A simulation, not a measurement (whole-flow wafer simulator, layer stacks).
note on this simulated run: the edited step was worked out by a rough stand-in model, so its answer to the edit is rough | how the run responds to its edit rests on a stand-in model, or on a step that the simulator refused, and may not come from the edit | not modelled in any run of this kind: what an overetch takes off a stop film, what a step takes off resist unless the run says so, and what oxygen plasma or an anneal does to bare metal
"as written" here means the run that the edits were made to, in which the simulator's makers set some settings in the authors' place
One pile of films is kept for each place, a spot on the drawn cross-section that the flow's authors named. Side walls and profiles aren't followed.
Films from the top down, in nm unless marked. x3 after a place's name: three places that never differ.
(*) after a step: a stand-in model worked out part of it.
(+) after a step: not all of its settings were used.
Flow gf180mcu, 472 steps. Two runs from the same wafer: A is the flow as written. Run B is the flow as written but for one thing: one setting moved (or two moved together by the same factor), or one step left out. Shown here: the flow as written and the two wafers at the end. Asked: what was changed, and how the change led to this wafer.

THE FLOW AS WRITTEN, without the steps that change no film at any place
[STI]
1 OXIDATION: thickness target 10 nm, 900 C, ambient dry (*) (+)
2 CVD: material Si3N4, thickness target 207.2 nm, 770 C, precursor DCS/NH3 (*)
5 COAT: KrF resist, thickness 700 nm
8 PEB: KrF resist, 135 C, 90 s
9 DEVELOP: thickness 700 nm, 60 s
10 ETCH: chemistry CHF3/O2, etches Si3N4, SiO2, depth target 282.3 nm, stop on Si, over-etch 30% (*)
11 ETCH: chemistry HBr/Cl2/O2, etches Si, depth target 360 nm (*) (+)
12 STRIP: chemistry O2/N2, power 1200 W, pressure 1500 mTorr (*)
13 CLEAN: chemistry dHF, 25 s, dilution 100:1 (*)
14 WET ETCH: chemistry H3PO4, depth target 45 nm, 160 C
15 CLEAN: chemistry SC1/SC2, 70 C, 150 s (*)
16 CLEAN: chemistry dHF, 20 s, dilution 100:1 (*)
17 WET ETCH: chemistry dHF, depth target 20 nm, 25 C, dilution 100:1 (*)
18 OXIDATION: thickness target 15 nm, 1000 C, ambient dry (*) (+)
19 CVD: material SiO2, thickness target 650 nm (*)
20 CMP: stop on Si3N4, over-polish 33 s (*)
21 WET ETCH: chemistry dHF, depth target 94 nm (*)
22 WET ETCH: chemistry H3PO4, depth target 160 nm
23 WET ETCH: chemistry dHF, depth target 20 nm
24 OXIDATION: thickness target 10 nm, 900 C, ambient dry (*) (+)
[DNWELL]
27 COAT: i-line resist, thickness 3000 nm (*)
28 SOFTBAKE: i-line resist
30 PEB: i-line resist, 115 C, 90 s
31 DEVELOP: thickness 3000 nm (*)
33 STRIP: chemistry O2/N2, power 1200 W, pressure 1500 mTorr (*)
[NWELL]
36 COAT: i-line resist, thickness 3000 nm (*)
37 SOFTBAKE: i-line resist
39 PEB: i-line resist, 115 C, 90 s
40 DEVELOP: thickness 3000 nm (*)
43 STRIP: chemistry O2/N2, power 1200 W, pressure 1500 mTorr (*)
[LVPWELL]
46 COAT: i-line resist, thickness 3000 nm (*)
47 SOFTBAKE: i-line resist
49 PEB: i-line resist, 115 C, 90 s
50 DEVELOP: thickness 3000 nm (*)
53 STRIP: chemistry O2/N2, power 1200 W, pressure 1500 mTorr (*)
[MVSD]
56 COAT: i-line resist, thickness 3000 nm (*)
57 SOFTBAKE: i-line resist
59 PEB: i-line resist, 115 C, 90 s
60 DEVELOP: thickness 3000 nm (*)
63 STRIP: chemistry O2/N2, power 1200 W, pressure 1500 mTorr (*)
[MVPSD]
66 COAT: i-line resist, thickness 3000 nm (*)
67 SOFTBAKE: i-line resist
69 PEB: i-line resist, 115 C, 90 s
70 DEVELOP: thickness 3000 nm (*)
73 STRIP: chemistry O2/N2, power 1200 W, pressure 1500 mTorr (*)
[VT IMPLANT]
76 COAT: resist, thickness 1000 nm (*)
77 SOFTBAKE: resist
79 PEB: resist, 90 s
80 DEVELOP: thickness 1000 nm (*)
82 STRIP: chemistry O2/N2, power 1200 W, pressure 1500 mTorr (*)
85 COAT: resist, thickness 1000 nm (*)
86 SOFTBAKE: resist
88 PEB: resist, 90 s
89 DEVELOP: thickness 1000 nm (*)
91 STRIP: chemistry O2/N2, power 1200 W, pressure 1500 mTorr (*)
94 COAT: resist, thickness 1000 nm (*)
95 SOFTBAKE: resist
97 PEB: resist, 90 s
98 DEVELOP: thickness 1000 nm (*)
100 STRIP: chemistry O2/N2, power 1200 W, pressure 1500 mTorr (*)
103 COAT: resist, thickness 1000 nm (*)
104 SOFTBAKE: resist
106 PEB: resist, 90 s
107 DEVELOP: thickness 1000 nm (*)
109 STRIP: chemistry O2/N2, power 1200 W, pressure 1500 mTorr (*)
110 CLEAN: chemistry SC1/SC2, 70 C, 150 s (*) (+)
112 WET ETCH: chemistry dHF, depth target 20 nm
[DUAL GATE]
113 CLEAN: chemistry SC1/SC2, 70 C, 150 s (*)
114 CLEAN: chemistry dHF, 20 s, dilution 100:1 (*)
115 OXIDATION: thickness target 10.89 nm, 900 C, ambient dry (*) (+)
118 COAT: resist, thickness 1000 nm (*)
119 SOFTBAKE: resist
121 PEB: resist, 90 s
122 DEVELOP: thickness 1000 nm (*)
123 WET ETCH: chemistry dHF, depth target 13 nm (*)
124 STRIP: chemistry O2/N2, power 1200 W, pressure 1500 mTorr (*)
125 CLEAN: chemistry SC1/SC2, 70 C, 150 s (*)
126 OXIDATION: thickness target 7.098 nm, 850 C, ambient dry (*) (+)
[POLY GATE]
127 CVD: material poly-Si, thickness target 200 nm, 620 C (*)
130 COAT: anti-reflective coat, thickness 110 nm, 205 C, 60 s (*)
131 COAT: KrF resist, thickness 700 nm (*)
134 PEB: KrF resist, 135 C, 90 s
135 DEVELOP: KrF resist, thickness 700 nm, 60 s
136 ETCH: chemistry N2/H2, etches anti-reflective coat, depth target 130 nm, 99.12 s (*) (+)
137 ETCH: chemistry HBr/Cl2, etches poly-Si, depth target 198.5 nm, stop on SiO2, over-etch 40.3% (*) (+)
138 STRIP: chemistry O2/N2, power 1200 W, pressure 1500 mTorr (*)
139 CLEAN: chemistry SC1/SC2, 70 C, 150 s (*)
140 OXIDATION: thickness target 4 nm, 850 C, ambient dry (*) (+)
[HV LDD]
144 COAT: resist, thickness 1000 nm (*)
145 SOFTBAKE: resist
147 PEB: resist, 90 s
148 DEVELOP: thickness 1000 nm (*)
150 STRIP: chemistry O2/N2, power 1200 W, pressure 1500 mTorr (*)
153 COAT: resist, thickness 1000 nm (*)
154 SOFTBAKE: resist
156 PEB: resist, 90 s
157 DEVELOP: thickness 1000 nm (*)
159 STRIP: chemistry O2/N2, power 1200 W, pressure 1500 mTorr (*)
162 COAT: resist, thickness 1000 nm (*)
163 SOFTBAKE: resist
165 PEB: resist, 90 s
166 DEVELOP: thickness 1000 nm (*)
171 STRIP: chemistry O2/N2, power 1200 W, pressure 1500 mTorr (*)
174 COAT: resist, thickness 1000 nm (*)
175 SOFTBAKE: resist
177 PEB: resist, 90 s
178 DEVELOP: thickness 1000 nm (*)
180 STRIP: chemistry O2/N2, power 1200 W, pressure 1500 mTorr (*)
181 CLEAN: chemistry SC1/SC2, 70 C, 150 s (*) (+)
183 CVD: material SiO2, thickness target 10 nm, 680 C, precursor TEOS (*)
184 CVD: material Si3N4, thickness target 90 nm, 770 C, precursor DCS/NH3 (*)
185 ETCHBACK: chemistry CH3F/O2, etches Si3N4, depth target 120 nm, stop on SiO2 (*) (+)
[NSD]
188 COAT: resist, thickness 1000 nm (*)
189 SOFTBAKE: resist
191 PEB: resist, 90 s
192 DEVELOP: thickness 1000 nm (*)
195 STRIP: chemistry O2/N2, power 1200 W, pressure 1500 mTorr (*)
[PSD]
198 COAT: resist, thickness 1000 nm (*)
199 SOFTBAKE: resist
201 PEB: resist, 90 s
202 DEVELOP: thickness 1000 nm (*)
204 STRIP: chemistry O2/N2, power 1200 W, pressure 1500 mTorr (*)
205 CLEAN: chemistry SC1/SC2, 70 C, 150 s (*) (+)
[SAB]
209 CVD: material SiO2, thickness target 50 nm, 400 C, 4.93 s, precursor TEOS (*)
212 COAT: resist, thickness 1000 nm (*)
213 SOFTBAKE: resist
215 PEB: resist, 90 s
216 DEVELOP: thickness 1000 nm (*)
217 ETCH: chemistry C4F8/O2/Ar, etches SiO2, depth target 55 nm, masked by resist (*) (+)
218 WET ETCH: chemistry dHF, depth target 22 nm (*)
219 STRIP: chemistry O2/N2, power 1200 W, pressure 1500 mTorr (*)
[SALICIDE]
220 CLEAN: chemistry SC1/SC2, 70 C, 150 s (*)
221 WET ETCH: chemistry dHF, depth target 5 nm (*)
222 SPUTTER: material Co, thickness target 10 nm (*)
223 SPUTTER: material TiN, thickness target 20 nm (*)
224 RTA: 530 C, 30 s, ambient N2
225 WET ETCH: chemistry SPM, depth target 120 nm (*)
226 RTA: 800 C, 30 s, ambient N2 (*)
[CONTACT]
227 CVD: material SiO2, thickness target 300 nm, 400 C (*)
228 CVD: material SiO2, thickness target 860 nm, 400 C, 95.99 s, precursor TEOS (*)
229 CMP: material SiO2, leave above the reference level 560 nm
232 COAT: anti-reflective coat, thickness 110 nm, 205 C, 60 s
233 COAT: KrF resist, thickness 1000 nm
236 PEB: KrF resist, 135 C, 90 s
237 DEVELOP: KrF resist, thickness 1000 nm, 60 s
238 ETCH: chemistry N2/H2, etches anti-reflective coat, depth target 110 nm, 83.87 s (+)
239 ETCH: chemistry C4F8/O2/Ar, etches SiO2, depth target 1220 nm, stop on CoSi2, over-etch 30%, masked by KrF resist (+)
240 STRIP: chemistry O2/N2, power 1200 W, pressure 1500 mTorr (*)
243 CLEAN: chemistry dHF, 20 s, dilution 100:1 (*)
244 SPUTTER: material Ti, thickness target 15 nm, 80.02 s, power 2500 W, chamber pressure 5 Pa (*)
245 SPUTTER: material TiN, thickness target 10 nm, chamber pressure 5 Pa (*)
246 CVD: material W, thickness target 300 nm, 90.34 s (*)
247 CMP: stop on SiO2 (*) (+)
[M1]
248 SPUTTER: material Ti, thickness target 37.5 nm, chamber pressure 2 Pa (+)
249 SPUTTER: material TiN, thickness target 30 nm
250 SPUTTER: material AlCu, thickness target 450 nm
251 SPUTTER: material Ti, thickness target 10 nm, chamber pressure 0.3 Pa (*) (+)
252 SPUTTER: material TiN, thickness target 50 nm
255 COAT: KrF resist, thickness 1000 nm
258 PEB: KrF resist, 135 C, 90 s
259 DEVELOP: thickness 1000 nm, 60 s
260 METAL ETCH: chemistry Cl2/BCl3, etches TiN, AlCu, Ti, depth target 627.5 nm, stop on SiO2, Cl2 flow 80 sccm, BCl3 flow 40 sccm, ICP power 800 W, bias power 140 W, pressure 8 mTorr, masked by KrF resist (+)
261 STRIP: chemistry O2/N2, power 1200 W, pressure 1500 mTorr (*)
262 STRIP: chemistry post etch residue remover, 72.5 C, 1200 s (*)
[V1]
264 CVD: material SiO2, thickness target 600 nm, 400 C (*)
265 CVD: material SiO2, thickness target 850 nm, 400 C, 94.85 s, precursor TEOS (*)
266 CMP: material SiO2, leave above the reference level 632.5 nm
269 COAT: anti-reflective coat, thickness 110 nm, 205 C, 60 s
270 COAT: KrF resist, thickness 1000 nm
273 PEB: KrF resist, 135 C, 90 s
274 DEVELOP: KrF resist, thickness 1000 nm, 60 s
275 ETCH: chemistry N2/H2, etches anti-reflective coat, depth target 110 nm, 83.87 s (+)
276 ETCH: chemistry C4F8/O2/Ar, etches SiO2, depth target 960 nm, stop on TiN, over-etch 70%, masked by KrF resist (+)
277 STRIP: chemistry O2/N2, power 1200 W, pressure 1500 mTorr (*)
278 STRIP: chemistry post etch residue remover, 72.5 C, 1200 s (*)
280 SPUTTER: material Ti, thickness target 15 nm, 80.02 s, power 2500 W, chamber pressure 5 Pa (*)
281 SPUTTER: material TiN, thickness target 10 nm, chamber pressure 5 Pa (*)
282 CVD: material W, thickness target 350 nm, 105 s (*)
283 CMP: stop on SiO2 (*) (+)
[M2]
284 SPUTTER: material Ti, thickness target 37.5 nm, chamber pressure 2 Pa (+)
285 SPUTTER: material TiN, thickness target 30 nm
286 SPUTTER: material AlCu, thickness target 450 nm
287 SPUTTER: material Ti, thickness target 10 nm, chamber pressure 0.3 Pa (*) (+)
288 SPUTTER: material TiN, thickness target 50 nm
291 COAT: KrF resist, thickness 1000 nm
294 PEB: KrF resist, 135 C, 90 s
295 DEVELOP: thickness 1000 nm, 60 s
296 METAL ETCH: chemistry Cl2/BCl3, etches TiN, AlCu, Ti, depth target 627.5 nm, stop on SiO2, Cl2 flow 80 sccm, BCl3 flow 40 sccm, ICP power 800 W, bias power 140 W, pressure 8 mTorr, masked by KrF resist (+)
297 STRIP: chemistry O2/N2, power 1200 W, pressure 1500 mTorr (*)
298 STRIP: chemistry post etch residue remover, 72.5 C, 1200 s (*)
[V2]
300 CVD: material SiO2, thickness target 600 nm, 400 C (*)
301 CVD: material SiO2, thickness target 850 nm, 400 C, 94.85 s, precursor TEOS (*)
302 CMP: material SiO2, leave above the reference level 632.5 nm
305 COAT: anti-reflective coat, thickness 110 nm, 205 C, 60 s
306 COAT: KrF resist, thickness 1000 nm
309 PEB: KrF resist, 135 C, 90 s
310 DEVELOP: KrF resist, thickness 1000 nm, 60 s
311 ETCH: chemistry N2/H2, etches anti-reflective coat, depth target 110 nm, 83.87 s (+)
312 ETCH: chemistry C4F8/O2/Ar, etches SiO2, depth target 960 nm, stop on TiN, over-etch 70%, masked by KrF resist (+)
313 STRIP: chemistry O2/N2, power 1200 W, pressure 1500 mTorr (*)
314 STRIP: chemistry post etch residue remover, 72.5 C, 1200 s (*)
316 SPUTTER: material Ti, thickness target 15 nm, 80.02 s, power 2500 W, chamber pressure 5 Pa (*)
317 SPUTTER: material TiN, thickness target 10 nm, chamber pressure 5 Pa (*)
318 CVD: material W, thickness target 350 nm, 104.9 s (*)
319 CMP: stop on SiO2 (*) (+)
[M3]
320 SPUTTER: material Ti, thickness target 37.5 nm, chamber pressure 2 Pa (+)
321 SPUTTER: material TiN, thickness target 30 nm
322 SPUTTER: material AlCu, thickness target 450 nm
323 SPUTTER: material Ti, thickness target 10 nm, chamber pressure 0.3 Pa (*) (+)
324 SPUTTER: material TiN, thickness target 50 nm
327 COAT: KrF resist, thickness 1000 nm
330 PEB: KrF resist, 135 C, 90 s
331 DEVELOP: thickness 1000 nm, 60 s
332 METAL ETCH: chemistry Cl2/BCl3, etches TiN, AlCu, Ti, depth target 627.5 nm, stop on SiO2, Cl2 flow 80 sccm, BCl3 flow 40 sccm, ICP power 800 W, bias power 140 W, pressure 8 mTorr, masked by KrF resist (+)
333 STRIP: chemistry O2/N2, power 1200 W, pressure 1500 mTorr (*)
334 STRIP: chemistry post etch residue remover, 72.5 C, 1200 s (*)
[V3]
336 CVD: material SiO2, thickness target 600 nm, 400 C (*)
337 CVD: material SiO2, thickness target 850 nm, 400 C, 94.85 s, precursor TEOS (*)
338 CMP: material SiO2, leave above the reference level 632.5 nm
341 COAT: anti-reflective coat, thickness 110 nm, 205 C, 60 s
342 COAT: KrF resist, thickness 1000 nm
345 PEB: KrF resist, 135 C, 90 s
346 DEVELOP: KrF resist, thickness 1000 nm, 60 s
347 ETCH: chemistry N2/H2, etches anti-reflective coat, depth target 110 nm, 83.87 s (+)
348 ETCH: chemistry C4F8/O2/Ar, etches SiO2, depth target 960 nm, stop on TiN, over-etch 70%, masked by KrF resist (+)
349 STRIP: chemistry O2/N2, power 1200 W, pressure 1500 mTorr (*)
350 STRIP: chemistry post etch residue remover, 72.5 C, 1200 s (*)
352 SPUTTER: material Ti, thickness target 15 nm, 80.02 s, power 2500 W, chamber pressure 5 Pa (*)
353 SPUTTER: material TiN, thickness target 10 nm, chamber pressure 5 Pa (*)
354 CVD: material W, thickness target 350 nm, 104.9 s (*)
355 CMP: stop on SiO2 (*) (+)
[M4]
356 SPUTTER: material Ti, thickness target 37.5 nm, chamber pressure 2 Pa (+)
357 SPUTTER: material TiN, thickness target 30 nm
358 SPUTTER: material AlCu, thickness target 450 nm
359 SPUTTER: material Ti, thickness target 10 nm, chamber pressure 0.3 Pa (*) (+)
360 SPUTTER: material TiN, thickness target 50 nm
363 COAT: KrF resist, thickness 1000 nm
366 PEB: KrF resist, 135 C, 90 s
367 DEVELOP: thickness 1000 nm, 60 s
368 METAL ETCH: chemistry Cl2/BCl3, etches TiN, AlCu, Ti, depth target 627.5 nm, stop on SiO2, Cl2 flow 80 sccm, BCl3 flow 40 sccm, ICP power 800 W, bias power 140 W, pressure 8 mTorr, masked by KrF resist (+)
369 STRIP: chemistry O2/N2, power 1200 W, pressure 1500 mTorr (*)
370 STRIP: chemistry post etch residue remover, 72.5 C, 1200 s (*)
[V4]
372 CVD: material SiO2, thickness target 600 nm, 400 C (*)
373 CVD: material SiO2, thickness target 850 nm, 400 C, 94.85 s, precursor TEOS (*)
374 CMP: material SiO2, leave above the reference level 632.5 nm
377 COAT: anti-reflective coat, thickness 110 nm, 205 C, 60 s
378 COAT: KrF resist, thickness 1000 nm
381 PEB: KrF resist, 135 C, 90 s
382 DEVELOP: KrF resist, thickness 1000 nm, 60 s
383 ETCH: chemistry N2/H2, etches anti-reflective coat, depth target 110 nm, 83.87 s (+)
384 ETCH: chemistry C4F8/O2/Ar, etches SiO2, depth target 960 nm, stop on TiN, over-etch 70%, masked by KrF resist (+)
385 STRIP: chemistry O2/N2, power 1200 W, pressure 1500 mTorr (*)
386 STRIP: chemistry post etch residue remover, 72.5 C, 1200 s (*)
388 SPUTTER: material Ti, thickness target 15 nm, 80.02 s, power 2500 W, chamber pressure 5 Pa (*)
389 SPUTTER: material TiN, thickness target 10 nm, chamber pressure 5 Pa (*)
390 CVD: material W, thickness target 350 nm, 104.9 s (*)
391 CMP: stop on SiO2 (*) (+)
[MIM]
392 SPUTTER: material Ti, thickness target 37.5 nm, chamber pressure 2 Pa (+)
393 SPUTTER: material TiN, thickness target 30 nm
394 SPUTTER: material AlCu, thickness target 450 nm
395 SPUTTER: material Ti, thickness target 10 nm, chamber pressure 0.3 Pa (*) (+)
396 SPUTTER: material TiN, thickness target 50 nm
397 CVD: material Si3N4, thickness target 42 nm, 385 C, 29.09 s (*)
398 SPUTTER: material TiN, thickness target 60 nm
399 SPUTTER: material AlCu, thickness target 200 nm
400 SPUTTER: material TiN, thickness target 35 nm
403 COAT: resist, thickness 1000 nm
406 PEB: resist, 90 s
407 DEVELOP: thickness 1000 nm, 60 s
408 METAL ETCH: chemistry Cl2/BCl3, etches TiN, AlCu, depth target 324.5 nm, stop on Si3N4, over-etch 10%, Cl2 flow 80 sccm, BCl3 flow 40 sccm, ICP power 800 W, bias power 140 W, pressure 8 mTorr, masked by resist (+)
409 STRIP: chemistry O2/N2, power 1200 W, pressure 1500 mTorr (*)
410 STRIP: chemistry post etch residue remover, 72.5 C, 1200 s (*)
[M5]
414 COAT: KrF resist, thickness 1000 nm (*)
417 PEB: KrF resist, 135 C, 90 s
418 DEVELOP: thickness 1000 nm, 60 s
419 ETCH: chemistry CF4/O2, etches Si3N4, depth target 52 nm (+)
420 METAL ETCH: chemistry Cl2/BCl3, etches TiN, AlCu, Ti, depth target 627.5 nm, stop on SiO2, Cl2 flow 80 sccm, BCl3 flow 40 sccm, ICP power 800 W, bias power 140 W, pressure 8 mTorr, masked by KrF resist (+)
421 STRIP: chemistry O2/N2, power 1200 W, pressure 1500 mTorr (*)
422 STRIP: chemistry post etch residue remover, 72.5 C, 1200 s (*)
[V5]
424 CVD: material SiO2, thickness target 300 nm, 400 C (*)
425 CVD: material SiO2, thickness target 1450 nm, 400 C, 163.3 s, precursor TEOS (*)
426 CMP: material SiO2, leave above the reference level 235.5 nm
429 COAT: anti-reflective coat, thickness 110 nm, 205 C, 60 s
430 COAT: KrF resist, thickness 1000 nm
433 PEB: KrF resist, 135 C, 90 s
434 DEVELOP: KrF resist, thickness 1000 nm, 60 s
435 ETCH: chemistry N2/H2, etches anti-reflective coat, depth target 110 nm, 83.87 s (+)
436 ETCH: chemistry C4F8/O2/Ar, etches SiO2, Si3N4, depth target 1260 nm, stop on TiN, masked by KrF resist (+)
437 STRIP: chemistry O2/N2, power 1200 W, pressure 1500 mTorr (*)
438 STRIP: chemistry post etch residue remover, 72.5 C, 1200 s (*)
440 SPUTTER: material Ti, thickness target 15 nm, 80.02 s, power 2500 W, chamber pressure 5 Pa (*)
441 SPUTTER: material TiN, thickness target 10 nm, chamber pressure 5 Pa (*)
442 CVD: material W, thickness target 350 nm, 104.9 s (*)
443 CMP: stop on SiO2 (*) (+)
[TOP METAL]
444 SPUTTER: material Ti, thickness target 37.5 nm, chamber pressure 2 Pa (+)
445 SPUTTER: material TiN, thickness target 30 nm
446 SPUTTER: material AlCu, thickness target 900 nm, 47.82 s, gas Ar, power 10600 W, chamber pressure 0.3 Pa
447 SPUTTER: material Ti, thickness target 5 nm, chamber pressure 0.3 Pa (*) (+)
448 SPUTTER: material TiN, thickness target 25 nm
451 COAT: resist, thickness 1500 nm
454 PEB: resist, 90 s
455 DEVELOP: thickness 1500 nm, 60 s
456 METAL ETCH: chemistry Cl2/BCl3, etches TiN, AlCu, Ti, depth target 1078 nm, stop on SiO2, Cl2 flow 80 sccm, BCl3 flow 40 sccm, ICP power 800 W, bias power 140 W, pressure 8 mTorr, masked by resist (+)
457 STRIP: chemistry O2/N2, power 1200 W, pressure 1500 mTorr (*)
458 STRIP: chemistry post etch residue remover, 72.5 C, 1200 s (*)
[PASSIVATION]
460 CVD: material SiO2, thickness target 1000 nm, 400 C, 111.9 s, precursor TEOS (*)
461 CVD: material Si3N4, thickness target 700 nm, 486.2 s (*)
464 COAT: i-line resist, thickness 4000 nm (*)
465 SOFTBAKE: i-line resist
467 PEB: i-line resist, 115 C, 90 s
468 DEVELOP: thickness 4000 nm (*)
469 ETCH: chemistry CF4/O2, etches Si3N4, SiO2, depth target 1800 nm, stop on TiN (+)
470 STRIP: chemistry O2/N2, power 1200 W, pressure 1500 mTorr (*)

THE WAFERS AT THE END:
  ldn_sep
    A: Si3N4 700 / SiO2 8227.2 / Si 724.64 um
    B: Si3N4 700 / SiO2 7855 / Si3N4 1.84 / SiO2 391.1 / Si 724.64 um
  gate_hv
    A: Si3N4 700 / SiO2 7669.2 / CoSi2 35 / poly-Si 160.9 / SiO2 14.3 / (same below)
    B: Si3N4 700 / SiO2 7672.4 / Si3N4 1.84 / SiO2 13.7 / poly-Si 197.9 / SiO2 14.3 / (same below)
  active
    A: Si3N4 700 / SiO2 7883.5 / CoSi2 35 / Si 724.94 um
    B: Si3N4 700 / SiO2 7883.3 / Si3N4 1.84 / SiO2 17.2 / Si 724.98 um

The cause: step 184, CVD: thickness target 126 nm was run, where the flow has thickness target 90 nm.

How the change led to this, step by step:
  184 CVD: material Si3N4, thickness target 90 nm, 770 C, precursor DCS/NH3 (*)
      field, field__w1, field__w2 and 101 more: A Si3N4 +90 (new film) | B Si3N4 +126 (new film)
  185 ETCHBACK: chemistry CH3F/O2, etches Si3N4, depth target 120 nm, stop on SiO2 (*) (+)
      field, field__w1, field__w2 and 100 more: A Si3N4 -90 (all of it), SiO2 -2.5 | B Si3N4 -120
  188 COAT: resist, thickness 1000 nm (*)
      spacer: A resist +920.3 (new film) | B resist +893.2 (new film)
  189 SOFTBAKE: resist
      field__w9: A resist +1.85 | B resist -1.05
      nw_enc_fld_lv: A resist +0.58 | B resist +1.7
  191 PEB: resist, 90 s
      spacer: A resist -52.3 | B resist -50.7
  192 DEVELOP: thickness 1000 nm (*)
      spacer: A resist -868 (all of it) | B resist -842.5 (all of it)
  198 COAT: resist, thickness 1000 nm (*)
      spacer: A resist +920.3 (new film) | B resist +893.2 (new film)
  199 SOFTBAKE: resist
      field__w9: A resist +1.85 | B resist -1.05
      nw_enc_fld_lv: A resist +0.58 | B resist +1.7
  201 PEB: resist, 90 s
      spacer: A resist -52.3 | B resist -50.7
  204 STRIP: chemistry O2/N2, power 1200 W, pressure 1500 mTorr (*)
      spacer: A resist -868 (all of it) | B resist -842.5 (all of it)
  205 CLEAN: chemistry SC1/SC2, 70 C, 150 s (*) (+)
      field, field__w1, field__w2 and 105 more: A SiO2 -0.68 | B Si3N4 -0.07
  209 CVD: material SiO2, thickness target 50 nm, 400 C, 4.93 s, precursor TEOS (*)
      field, field__w7, field__w8 and 73 more: A SiO2 +50 | B SiO2 +50 (new film)
      field_sub__w1, field_sub__w3, field_sub__w4, field_sub__w5, ld_drift_n: A SiO2 +48.9 | B SiO2 +48.8 (new film)
      (and at 27 more places)
  212 COAT: resist, thickness 1000 nm (*)
      spacer: A resist +919.2 (new film) | B resist +892.3 (new film)
  213 SOFTBAKE: resist
      field_sub__w2: A resist +0.91 | B resist +2.77
  215 PEB: resist, 90 s
      spacer: A resist -52.3 | B resist -50.7
  216 DEVELOP: thickness 1000 nm (*)
      spacer: A resist -866.9 (all of it) | B resist -841.7 (all of it)
  ... 17 more steps ...
  471 ANNEAL: 400 C, 1800 s, ambient N2/H2
      polyc_n, polyc_p: A nothing | B under 9 films: void +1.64 (new film), Ti -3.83, TiSi first +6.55 (new film), poly-Si -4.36
      contact: A nothing | B under 49 films: void +1.62 (new film), Ti -3.83, TiSi first +6.55 (new film), Si -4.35
Counting metal films that touch as one body, gate_hv has 0 bodies; the flow as written gives 1 body.
Counting metal films that touch as one body, active has 0 bodies; the flow as written gives 1 body.
